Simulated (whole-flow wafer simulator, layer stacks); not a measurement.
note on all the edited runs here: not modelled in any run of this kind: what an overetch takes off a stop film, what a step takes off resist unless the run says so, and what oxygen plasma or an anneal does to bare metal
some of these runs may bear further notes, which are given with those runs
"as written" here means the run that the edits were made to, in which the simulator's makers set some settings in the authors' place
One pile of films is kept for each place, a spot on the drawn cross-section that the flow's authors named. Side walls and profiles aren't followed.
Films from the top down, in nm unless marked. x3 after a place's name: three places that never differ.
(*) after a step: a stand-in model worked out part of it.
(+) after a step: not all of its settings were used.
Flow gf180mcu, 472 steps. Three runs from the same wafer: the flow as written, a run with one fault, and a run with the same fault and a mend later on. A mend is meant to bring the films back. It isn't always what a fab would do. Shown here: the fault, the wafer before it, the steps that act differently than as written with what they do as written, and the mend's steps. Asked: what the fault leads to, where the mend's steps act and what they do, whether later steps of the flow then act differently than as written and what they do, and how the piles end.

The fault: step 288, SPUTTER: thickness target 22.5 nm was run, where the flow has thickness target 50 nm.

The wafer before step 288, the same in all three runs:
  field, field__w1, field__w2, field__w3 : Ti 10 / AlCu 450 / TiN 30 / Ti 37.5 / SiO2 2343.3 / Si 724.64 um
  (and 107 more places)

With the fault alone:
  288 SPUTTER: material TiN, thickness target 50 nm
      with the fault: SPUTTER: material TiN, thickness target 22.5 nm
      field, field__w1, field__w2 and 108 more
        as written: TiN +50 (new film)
        with the fault: TiN +22.5 (new film)
  Later steps of the flow that act differently than as written (2 more steps differ only slightly, by at most 2% or 0.5 nm, whichever is larger, and aren't shown):
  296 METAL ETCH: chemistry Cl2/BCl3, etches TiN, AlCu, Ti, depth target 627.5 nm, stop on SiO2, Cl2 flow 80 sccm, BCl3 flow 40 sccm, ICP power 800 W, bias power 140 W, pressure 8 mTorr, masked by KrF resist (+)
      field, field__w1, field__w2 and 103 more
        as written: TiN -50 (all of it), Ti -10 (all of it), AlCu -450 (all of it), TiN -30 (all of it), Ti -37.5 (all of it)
        with the fault: TiN -22.5 (all of it), Ti -10 (all of it), AlCu -450 (all of it), TiN -30 (all of it), Ti -37.5 (all of it)
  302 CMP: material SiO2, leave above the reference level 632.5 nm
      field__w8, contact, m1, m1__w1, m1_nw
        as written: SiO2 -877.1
        with the fault: SiO2 -849.6
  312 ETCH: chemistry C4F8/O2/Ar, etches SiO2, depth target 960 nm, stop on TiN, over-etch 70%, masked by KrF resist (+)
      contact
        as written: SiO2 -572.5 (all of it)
        with the fault: SiO2 -600 (all of it)
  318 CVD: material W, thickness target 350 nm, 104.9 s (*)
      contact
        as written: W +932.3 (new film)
        with the fault: W +960 (new film)
  At the end the piles differ from the flow's by more than 2% or 0.5 nm, whichever is larger, at field__w8, contact, m1, m1__w1, m1_nw.
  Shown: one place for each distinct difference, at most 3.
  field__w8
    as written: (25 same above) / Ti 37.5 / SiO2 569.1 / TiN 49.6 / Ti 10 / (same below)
    with the fault: (25 same above) / Ti 37.5 / SiO2 596.6 / TiN 22.1 / Ti 10 / (same below)
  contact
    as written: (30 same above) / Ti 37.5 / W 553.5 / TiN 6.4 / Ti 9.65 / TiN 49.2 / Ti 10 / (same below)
    with the fault: (30 same above) / Ti 37.5 / W 581.3 / TiN 6.3 / Ti 9.5 / TiN 21.7 / Ti 10 / (same below)

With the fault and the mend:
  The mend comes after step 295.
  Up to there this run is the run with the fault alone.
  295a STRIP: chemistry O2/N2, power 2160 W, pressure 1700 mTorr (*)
      field__w8, contact, m1, m1__w1, m1_nw
        KrF resist -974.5 (all of it)
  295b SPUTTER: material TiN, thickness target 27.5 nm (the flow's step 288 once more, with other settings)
      field, field__w1, field__w2 and 108 more
        TiN +27.5
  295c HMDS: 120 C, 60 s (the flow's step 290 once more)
      changes no film at any place that is followed
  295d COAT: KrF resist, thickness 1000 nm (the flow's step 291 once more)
      field, field__w1, field__w2 and 108 more
        KrF resist +1000 (new film)
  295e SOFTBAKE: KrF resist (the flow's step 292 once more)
      changes no film at any place that is followed
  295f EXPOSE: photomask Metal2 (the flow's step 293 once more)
      changes no film at any place that is followed
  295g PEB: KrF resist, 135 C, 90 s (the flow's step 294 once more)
      field, field__w1, field__w2 and 108 more
        KrF resist -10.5
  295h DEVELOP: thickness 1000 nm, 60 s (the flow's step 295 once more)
      field, field__w1, field__w2 and 103 more
        KrF resist -989.5 (all of it)
      field__w8, contact, m1, m1__w1, m1_nw
        KrF resist -14.9
  No later step of the flow acts differently than as written at any place that is followed.
  At the end the piles are the same as the flow's at every place that both follow.
